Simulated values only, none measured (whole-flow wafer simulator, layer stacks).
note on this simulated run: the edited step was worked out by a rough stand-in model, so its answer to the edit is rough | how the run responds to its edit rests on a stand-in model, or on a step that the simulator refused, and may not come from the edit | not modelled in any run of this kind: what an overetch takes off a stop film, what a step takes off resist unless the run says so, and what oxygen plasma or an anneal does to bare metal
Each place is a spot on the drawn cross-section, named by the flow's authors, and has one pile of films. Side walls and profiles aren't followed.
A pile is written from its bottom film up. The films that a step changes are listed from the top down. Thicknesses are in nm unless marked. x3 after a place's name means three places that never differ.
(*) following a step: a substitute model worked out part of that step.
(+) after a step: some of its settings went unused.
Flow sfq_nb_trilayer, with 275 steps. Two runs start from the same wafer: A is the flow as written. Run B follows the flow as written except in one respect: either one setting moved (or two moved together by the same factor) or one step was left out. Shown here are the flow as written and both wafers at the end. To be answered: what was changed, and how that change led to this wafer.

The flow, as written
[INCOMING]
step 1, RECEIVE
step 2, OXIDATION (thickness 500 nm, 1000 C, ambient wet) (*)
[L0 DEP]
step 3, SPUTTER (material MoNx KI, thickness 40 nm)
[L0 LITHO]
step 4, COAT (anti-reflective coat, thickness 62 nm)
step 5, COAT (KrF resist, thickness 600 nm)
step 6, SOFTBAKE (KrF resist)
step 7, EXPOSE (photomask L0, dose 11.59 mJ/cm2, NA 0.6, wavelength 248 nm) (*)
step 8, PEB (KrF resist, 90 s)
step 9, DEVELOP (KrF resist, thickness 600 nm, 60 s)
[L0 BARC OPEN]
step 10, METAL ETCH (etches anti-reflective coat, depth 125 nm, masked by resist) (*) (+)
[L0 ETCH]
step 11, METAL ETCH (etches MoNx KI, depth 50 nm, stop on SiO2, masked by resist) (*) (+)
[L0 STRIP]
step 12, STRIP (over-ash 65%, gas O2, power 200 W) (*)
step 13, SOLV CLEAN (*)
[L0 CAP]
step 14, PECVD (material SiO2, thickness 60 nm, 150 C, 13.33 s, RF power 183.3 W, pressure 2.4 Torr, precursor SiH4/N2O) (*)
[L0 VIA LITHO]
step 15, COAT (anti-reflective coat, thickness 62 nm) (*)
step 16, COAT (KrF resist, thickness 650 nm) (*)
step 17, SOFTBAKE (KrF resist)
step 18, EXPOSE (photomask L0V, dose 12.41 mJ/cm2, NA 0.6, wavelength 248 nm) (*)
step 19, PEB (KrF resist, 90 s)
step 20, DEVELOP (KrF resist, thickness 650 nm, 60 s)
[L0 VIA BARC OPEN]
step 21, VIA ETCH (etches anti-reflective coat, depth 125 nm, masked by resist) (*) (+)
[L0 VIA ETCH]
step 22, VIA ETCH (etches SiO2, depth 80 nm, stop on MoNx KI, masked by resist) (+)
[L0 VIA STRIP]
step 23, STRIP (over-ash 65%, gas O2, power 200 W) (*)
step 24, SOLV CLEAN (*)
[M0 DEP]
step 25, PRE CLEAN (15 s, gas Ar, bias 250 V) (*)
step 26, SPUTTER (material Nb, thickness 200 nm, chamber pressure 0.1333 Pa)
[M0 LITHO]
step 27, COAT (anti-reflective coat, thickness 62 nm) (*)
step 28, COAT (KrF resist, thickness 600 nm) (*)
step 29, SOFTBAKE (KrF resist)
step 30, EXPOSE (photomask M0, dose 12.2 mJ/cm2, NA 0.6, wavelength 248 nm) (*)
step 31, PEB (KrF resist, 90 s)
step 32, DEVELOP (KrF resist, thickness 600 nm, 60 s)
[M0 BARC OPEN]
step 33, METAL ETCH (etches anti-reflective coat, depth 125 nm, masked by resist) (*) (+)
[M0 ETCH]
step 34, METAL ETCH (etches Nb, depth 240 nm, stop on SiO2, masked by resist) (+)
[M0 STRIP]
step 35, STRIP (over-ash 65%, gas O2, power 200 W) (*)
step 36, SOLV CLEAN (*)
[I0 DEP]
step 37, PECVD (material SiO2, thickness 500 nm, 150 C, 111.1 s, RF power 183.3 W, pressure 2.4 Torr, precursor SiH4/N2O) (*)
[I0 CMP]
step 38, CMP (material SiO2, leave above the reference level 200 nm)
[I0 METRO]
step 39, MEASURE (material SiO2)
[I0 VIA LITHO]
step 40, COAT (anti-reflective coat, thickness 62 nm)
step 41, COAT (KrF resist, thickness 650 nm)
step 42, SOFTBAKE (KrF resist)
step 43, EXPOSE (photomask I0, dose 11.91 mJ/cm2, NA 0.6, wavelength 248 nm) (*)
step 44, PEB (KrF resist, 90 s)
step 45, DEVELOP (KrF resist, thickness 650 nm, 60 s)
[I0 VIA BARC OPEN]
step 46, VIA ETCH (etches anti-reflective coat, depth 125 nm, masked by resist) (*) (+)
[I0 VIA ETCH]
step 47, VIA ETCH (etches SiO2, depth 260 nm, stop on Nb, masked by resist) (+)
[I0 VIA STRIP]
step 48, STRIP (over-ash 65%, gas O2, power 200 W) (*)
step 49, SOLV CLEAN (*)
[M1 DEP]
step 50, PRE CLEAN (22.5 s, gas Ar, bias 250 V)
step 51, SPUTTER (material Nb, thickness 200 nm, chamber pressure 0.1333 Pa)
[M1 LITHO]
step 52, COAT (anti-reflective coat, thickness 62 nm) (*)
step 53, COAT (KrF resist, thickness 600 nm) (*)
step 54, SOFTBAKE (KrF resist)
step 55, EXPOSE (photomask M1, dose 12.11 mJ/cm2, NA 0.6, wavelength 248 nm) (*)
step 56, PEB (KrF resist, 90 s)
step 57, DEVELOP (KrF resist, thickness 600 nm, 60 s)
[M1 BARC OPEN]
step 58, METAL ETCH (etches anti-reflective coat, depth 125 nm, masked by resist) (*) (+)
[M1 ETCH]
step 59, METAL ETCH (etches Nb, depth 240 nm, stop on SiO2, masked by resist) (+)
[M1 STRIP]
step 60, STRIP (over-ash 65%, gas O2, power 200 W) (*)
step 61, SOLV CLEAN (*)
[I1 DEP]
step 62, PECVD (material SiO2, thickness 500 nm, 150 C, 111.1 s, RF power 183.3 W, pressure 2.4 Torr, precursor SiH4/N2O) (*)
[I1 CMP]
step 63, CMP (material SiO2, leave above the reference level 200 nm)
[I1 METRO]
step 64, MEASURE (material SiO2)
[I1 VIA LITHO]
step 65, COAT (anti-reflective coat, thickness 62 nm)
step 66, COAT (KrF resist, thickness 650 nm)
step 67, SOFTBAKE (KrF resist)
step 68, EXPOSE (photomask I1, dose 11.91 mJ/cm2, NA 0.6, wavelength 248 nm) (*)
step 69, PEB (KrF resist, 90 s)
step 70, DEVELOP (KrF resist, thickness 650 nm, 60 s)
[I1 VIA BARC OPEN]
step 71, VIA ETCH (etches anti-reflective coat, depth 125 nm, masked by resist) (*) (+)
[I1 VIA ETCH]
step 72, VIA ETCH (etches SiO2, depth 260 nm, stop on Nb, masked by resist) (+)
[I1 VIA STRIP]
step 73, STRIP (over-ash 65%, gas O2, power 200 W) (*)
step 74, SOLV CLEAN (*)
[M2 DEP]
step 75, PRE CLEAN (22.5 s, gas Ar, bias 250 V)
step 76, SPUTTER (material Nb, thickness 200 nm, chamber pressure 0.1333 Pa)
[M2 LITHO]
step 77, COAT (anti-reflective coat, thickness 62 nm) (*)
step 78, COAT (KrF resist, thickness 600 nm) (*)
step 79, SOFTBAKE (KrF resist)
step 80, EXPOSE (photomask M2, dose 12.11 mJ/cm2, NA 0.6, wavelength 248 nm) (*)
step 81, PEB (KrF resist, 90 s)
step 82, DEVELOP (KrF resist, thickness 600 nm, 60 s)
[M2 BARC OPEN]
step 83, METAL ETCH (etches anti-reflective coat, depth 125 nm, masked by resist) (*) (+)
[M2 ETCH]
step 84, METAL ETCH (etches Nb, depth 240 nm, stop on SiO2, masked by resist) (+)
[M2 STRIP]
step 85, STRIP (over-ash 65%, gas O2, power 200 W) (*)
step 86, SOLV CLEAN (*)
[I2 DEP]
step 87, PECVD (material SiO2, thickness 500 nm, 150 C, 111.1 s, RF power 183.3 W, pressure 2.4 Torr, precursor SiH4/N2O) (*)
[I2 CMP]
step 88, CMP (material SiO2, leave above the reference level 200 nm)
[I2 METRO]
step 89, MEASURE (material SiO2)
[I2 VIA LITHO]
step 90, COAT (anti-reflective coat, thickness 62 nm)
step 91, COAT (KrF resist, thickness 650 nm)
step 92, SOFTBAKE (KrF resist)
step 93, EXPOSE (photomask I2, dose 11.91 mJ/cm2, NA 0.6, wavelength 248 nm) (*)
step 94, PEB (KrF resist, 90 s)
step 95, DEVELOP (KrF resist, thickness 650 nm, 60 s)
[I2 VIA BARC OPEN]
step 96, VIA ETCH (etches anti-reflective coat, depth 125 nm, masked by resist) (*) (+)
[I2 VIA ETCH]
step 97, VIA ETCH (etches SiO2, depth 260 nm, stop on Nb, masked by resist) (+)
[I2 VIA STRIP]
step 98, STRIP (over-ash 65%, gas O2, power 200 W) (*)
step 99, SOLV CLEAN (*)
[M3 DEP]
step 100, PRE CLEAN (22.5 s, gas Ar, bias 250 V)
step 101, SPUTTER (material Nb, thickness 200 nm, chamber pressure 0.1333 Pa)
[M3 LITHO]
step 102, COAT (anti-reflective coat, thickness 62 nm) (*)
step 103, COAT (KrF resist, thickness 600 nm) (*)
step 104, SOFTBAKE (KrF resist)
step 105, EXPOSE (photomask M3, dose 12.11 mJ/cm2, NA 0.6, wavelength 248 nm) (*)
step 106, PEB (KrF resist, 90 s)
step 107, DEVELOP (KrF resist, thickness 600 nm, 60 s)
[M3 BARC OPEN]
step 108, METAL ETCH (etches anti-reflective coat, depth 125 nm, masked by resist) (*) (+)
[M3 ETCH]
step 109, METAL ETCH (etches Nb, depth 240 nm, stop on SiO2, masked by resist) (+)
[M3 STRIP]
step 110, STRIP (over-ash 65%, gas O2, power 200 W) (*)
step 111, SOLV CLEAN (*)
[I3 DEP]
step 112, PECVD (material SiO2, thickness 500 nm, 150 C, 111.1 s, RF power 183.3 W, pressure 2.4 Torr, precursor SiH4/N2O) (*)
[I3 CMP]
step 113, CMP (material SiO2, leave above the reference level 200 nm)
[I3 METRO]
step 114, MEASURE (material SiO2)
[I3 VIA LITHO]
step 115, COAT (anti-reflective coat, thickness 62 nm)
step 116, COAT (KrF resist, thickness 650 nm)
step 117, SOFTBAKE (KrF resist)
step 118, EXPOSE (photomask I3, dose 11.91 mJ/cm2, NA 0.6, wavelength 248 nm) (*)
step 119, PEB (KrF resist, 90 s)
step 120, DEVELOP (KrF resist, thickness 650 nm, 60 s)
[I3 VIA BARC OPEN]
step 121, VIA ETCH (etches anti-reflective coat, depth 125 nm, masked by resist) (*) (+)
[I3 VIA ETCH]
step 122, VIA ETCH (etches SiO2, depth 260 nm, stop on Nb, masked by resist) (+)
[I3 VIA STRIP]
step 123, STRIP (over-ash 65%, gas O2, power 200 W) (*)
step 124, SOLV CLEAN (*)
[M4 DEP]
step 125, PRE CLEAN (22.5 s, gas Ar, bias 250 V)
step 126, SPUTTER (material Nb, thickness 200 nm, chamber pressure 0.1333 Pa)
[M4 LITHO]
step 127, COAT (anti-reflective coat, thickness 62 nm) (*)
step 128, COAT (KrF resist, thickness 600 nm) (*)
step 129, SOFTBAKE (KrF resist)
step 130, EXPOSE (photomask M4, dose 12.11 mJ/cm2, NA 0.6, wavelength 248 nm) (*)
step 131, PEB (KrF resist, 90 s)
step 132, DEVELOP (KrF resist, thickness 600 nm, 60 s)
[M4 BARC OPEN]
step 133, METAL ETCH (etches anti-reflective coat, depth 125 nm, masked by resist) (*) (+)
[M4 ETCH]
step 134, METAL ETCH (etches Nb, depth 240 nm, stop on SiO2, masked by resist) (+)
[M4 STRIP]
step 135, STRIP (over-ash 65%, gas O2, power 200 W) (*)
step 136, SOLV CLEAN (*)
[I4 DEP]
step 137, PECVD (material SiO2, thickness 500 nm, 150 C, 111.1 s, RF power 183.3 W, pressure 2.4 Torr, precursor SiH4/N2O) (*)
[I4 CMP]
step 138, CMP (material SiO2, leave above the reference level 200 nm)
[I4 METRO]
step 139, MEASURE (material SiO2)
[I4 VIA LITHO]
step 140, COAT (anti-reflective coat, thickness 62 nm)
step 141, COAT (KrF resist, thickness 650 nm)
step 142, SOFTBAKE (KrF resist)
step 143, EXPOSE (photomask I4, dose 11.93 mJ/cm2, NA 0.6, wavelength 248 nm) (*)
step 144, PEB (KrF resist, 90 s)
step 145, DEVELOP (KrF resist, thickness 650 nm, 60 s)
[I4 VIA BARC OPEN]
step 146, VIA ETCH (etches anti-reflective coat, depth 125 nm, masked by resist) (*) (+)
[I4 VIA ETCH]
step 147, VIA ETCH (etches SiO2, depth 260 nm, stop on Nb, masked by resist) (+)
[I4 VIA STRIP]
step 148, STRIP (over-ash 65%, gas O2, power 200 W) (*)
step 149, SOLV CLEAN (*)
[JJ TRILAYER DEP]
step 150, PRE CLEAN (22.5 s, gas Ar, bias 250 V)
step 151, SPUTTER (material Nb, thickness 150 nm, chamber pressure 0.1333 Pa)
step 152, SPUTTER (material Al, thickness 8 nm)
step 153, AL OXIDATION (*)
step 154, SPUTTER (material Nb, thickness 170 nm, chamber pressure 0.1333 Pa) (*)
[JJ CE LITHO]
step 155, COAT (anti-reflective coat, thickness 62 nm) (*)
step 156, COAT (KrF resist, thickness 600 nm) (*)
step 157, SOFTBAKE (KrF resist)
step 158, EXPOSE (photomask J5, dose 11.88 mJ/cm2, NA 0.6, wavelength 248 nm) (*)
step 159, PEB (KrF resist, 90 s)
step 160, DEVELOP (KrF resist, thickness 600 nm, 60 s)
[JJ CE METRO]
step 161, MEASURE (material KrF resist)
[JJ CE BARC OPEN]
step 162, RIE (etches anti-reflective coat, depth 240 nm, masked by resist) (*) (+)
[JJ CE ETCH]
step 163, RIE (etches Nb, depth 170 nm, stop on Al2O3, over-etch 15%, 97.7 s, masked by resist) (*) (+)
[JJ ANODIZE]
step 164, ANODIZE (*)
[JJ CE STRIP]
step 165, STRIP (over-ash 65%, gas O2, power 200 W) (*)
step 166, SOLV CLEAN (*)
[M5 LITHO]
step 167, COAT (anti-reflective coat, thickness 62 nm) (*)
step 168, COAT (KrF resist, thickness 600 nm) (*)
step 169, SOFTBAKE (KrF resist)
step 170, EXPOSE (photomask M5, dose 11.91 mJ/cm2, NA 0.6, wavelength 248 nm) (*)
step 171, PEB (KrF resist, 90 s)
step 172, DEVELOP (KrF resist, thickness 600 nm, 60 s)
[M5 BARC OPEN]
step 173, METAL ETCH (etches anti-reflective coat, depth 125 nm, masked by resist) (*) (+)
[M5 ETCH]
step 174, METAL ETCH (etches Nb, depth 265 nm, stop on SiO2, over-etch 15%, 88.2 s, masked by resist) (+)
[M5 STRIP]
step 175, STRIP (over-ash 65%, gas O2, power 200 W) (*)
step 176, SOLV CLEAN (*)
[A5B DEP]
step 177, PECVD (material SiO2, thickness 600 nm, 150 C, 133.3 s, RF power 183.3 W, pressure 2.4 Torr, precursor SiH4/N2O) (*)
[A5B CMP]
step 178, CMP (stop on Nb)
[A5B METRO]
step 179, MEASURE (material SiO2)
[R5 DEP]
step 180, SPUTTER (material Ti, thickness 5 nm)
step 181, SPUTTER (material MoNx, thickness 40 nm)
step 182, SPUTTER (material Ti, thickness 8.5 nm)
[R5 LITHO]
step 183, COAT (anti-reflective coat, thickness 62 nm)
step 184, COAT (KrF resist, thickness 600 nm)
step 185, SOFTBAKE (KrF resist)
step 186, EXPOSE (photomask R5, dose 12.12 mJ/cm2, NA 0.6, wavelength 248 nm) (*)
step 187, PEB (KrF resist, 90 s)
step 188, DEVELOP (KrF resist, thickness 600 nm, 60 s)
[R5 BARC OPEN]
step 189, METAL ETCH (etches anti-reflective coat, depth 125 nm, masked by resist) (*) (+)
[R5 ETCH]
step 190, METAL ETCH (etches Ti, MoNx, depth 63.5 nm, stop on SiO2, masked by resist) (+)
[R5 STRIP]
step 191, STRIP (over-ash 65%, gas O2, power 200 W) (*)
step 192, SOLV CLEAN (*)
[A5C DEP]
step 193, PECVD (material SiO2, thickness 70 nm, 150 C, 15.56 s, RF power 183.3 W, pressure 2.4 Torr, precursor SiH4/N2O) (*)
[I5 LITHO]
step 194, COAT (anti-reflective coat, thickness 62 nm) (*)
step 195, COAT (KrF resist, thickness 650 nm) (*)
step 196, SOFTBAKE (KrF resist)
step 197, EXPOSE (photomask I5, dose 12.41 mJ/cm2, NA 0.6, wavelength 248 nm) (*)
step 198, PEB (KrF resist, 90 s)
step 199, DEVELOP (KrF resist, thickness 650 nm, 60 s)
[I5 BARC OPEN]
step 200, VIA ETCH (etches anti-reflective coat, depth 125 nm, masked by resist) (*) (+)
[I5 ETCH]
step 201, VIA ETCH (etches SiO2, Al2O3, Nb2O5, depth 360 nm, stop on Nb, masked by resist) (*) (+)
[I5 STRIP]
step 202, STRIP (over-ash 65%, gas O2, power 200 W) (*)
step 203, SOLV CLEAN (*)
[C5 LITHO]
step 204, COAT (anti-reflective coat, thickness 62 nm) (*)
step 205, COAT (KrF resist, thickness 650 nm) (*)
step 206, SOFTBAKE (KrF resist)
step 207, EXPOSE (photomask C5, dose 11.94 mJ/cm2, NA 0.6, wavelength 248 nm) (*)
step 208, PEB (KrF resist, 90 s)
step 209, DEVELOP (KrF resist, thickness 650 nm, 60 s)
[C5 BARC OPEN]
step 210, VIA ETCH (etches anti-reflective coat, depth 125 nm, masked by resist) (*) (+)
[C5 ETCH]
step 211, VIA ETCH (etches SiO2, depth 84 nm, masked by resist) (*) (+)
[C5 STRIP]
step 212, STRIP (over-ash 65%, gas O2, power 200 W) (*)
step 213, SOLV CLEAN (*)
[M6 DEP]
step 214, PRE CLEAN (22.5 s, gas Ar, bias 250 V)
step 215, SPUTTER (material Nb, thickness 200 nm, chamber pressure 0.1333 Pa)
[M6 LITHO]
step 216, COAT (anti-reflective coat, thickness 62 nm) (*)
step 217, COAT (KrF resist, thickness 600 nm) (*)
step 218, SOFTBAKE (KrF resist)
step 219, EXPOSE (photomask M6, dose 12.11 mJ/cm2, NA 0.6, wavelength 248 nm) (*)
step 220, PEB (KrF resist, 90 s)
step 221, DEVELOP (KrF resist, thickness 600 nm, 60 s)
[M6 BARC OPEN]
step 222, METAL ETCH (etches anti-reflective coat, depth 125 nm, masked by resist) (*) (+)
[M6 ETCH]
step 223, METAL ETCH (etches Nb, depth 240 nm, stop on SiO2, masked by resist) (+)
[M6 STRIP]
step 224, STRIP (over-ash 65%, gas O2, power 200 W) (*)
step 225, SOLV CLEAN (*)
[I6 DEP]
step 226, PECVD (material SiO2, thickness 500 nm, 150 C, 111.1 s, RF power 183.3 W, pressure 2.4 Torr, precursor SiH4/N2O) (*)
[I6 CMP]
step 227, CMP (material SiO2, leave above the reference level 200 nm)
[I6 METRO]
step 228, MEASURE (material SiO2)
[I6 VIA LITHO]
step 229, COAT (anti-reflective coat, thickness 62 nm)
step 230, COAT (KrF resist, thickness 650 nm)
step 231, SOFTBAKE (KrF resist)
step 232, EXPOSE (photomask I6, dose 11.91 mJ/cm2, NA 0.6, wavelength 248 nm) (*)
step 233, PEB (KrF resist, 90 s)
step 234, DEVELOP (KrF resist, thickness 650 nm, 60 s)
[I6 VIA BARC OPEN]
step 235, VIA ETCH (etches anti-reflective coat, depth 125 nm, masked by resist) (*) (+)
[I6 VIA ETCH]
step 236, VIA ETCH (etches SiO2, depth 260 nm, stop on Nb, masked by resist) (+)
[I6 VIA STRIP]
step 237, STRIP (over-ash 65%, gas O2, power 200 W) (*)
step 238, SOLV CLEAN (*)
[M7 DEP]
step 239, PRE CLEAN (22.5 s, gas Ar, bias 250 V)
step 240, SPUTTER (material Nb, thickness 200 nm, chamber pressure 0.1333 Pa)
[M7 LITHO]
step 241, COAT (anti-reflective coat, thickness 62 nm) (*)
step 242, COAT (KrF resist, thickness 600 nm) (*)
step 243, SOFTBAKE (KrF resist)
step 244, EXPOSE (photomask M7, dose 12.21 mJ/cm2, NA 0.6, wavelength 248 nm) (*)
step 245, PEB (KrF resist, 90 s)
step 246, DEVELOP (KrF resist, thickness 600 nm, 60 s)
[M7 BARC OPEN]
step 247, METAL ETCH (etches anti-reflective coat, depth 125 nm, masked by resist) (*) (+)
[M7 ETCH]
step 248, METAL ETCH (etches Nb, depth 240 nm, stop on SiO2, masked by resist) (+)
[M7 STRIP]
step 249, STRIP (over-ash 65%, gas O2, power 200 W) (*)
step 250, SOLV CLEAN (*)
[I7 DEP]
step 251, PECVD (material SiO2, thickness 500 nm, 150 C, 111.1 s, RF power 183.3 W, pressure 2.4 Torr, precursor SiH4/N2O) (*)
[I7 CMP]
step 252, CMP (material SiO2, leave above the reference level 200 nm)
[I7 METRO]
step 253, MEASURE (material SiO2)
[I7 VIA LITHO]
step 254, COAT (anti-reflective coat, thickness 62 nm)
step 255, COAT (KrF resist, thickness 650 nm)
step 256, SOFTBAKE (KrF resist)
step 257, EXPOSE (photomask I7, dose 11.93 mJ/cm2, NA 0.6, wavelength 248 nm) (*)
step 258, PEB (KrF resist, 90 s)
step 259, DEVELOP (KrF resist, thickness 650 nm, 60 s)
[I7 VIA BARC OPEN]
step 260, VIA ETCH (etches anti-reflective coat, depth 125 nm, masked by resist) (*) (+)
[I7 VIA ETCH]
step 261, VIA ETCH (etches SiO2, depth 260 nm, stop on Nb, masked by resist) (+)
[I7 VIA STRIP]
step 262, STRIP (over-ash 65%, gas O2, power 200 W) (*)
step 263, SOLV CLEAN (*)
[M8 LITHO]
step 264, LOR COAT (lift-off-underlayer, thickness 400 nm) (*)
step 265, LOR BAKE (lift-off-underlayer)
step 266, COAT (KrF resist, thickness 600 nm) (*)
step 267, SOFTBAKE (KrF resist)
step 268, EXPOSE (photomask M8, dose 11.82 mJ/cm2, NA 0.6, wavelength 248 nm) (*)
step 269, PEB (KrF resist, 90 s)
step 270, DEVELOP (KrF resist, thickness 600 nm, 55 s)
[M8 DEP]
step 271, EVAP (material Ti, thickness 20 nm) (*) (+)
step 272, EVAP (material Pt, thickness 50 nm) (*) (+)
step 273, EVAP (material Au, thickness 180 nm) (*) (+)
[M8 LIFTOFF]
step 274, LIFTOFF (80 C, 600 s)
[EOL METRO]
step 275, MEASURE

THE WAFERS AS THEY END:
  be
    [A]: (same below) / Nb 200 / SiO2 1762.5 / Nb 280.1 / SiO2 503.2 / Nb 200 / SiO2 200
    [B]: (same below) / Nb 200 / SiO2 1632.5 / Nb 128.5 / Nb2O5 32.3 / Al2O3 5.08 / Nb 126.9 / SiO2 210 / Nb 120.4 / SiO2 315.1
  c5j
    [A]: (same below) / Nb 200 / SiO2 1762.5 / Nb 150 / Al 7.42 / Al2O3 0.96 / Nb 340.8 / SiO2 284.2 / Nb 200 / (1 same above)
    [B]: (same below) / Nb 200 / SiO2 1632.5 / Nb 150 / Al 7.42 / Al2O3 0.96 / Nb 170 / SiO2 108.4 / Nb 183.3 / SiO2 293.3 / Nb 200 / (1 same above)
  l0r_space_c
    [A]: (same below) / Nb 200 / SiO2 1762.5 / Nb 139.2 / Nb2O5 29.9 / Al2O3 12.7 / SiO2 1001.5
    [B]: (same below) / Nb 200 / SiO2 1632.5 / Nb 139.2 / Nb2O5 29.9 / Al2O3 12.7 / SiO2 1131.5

Cause: step 137, PECVD: thickness 270 nm was run, while the flow as written has thickness 500 nm; step 137, PECVD: 60 s was run, where the flow has 111.1 s.

The path from the change to this, step by step:
  step 137, PECVD (material SiO2, thickness 500 nm, 150 C, 111.1 s, RF power 183.3 W, pressure 2.4 Torr, precursor SiH4/N2O) (*)
      field_l, be, be_sur and 55 more: A SiO2 gains 500 | B SiO2 gains 270
      v_sur, via_wl, via_w and 35 more: A SiO2 gains 500 (new film) | B SiO2 gains 270 (new film)
      (also at 10 further places)
  step 138, CMP (material SiO2, leave above the reference level 200 nm)
      field_l, be, be_sur and 55 more: A SiO2 loses 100 | B nothing
      p3_s0, p3_s1, p3_s2, p3_s3, p3_s4, p3_s5: A SiO2 loses 157.1 | B nothing
      (also at 42 further places)
  step 140, COAT (anti-reflective coat, thickness 62 nm)
      jj_sur, ce_l, ce_r, sp_r, be_r, r_sur, r_end, moat: A anti-reflective coat gains 62 (new film) | B anti-reflective coat gains 64 (new film)
      gap, c5j, res, l0r_line_r: A anti-reflective coat gains 62 (new film) | B anti-reflective coat gains 64.1 (new film)
      (also at 76 further places)
  step 141, COAT (KrF resist, thickness 650 nm)
      m0r_line_l, m6r_line_l, m7r_line_l: A KrF resist gains 650 (new film) | B KrF resist gains 675.9 (new film)
      m0r_space_l, m6r_space_l, m7r_space_l: A KrF resist gains 650 (new film) | B KrF resist gains 665.9 (new film)
      (also at 76 further places)
  step 145, DEVELOP (KrF resist, thickness 650 nm, 60 s)
      via_wl: A KrF resist loses 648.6 (all of it) | B KrF resist loses 596.9 (all of it)
      via_w: A KrF resist loses 648.6 (all of it) | B KrF resist loses 603.1 (all of it)
      (also at 1 further place)
  step 146, VIA ETCH (etches anti-reflective coat, depth 125 nm, masked by resist) (*) (+)
      field_l, v_sur, via_sp and 100 more: A KrF resist loses 51.7 | B KrF resist loses 43.3
      via_wl: A anti-reflective coat loses 62 (all of it), SiO2 loses 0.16 | B anti-reflective coat loses 51.8 (all of it), SiO2 loses 0.13
      (also at 2 further places)
  step 148, STRIP (over-ash 65%, gas O2, power 200 W) (*)
      m0r_line_l, m6r_line_l, m7r_line_l: A KrF resist loses 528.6 (all of it), anti-reflective coat loses 62 (all of it) | B KrF resist loses 562.9 (all of it), anti-reflective coat loses 62.8 (all of it)
      m0r_space_l, m6r_space_l, m7r_space_l: A KrF resist loses 528.6 (all of it), anti-reflective coat loses 62 (all of it) | B KrF resist loses 552.9 (all of it), anti-reflective coat loses 78.8 (all of it)
      (also at 89 further places)
  step 151, SPUTTER (material Nb, thickness 150 nm, chamber pressure 0.1333 Pa)
      lsp_r, l0_sur, l0v: A Nb gains 150 (new film) | B Nb gains 145.3 (new film)
      be, lsp_l: A Nb gains 150 (new film) | B Nb gains 140.1 (new film)
      (also at 1 further place)
  step 152, SPUTTER (material Al, thickness 8 nm)
      be, lsp_l: A Al gains 8 (new film) | B Al gains 7.47 (new film)
      via_v: A Al gains 8 (new film) | B Al gains 6.26 (new film)
  step 154, SPUTTER (material Nb, thickness 170 nm, chamber pressure 0.1333 Pa) (*)
      lsp_r, l0_sur, l0v: A Nb gains 170 (new film) | B Nb gains 164.6 (new film)
      be, lsp_l: A Nb gains 170 (new film) | B Nb gains 157.9 (new film)
      (also at 1 further place)
  step 155, COAT (anti-reflective coat, thickness 62 nm) (*)
      m0r_space_l, m0r_space_r, m6r_space_l, m6r_space_r, m7r_space_l, m7r_space_r: A anti-reflective coat gains 62 (new film) | B anti-reflective coat gains 76.7 (new film)
      p3_l1, p3_l3, p3_l4: A anti-reflective coat gains 62 (new film) | B anti-reflective coat gains 45.8 (new film)
      (also at 81 further places)
  step 156, COAT (KrF resist, thickness 600 nm) (*)
      m0r_line_l, m0r_line_r, m6r_line_l, m6r_line_r, m7r_line_l, m7r_line_r: A KrF resist gains 600 (new film) | B KrF resist gains 623.8 (new film)
      m0r_space_l, m0r_space_r, m6r_space_l, m6r_space_r, m7r_space_l, m7r_space_r: A KrF resist gains 600 (new film) | B KrF resist gains 616.5 (new film)
      (also at 70 further places)
  step 160, DEVELOP (KrF resist, thickness 600 nm, 60 s)
      m0r_line_l, m0r_line_r, m6r_line_l, m6r_line_r, m7r_line_l, m7r_line_r: A KrF resist loses 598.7 (all of it) | B KrF resist loses 622.5 (all of it)
      m0r_space_l, m0r_space_r, m6r_space_l, m6r_space_r, m7r_space_l, m7r_space_r: A KrF resist loses 598.7 (all of it) | B KrF resist loses 615.2 (all of it)
      (also at 69 further places)
  step 162, RIE (etches anti-reflective coat, depth 240 nm, masked by resist) (*) (+)
      m0r_space_l, m0r_space_r, m6r_space_l, m6r_space_r, m7r_space_l, m7r_space_r: A anti-reflective coat loses 62 (all of it) | B anti-reflective coat loses 76.7 (all of it)
      ce_l, c5j, ce_r, wl_jj: A KrF resist loses 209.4 | B KrF resist loses 203.8
      (also at 80 further places)
  step 163, RIE (etches Nb, depth 170 nm, stop on Al2O3, over-etch 15%, 97.7 s, masked by resist) (*) (+)
      be, lsp_l: A Nb loses 170 (all of it), Al2O3 loses 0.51 | B Nb loses 157.9 (all of it), Al2O3 loses 0.96 (all of it)
      via_v: A Nb loses 170 (all of it), Al2O3 loses 0.51 | B Nb loses 129.9 (all of it), Al2O3 loses 0.96 (all of it)
      (also at 3 further places)
  step 164, ANODIZE (*)
      be, lsp_l: A Al2O3 gains 12.2, Nb2O5 gains 29.9 (new film), Al loses 7.42 (all of it), Nb loses 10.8 | B Al2O3 gains 11.4 (new film), Nb2O5 gains 32.3 (new film), Al loses 6.89 (all of it), Nb loses 11.6
      via_v: A Al2O3 gains 12.2, Nb2O5 gains 29.9 (new film), Al loses 7.42 (all of it), Nb loses 10.8 | B Al2O3 gains 9.37 (new film), Nb2O5 gains 35.9 (new film), Al loses 5.68 (all of it), Nb loses 12.9
      (also at 3 further places)
  ... 46 other steps ...
  step 274, LIFTOFF (80 C, 600 s)
      be: A Au loses 180 (all of it), Pt loses 50 (all of it), Ti loses 20 (all of it), KrF resist loses 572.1 (all of it), lift-off-underlayer loses 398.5 (all of it) | B Au loses 180 (all of it), Pt loses 50 (all of it), Ti loses 20 (all of it), KrF resist loses 613 (all of it), lift-off-underlayer loses 711.6 (all of it)
      be_sur: A Au loses 180 (all of it), Pt loses 50 (all of it), Ti loses 20 (all of it), KrF resist loses 572.6 (all of it), lift-off-underlayer loses 398.9 (all of it) | B Au loses 180 (all of it), Pt loses 50 (all of it), Ti loses 20 (all of it), KrF resist loses 587 (all of it), lift-off-underlayer loses 366.9 (all of it)
      (also at 1 further place)
If metal films that touch count as one body, be has 4 bodies (between them, from the top down: SiO2 210; Al2O3 5.08 / Nb2O5 32.3; SiO2 1632.5); the flow as written gives 3 bodies (between them, from the top down: SiO2 503.2; SiO2 1762.5).
If metal films that touch count as one body, c5j has 5 bodies (between them, from the top down: SiO2 293.3; SiO2 108.4; Al2O3 0.96; SiO2 1632.5); the flow as written gives 4 bodies (between them, from the top down: SiO2 284.2; Al2O3 0.96; SiO2 1762.5).
